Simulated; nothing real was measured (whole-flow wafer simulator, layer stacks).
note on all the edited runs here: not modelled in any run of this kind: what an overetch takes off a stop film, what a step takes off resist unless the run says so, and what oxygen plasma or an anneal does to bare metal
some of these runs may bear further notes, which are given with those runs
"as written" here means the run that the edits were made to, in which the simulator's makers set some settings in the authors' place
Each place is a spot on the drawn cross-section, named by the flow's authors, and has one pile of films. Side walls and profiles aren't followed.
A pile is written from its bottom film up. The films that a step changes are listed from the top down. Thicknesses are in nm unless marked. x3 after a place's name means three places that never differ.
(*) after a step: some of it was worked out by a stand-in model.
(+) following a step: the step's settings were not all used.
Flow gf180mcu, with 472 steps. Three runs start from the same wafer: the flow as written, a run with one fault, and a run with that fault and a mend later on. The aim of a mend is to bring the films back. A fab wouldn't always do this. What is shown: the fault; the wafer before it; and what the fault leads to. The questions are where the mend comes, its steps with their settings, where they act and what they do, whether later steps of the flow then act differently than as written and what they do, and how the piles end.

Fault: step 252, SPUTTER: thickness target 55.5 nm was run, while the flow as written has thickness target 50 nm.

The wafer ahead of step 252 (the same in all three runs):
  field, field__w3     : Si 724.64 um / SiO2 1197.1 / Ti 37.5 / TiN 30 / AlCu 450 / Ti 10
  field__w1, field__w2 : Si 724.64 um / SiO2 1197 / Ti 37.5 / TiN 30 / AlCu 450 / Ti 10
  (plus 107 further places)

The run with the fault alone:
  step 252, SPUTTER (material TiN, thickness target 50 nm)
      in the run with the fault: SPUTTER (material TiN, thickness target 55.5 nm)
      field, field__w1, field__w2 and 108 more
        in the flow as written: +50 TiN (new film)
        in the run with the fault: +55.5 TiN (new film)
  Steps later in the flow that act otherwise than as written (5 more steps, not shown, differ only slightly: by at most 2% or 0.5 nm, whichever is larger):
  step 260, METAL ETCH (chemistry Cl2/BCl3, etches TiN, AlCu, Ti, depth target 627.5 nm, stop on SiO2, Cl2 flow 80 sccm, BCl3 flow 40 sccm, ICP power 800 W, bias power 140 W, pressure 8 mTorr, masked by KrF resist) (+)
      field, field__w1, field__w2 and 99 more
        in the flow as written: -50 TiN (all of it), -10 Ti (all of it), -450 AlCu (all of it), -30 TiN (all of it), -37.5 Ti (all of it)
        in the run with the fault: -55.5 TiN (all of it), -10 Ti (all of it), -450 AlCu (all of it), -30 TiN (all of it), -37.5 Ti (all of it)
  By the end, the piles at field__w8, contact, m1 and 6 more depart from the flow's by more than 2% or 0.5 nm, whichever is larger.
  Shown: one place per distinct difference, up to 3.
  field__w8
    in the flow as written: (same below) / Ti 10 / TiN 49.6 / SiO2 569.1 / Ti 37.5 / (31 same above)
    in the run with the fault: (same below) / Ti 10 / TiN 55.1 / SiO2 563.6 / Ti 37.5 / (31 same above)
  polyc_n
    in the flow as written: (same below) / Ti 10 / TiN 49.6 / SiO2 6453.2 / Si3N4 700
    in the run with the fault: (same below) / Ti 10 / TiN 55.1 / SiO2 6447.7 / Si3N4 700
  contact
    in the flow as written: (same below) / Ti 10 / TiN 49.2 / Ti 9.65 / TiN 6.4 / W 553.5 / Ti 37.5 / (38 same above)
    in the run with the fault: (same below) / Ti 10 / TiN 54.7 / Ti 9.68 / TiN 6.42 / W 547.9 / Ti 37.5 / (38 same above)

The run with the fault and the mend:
  The mend stands after step 259.
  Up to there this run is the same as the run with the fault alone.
  step 259a, STRIP (chemistry O2/N2, power 2160 W, pressure 1700 mTorr) (*)
      field__w8, contact, m1 and 6 more
        -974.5 KrF resist (all of it)
  step 259b, METAL ETCH (chemistry Cl2/BCl3, etches TiN, AlCu, Ti, depth target 5.5 nm, Cl2 flow 80 sccm, BCl3 flow 40 sccm, ICP power 800 W, bias power 140 W, pressure 8 mTorr)
      field, field__w1, field__w2 and 108 more
        -5.5 TiN
  step 259c, HMDS (120 C, 60 s) (the flow's step 254 again)
      leaves every film unchanged at each place that is followed
  step 259d, COAT (KrF resist, thickness 1000 nm) (the flow's step 255 again)
      field, field__w1, field__w2 and 108 more
        +1000 KrF resist (new film)
  step 259e, SOFTBAKE (KrF resist) (the flow's step 256 again)
      leaves every film unchanged at each place that is followed
  step 259f, EXPOSE (photomask Metal1) (the flow's step 257 again)
      leaves every film unchanged at each place that is followed
  step 259g, PEB (KrF resist, 135 C, 90 s) (the flow's step 258 again)
      field, field__w1, field__w2 and 108 more
        -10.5 KrF resist
  step 259h, DEVELOP (thickness 1000 nm, 60 s) (the flow's step 259 again)
      field, field__w1, field__w2 and 99 more
        -989.5 KrF resist (all of it)
      field__w8, contact, m1 and 6 more
        -14.9 KrF resist
  None of the later steps of the flow acts differently than as written at any place that is followed.
  By the end, the piles equal the flow's at every place that both follow.
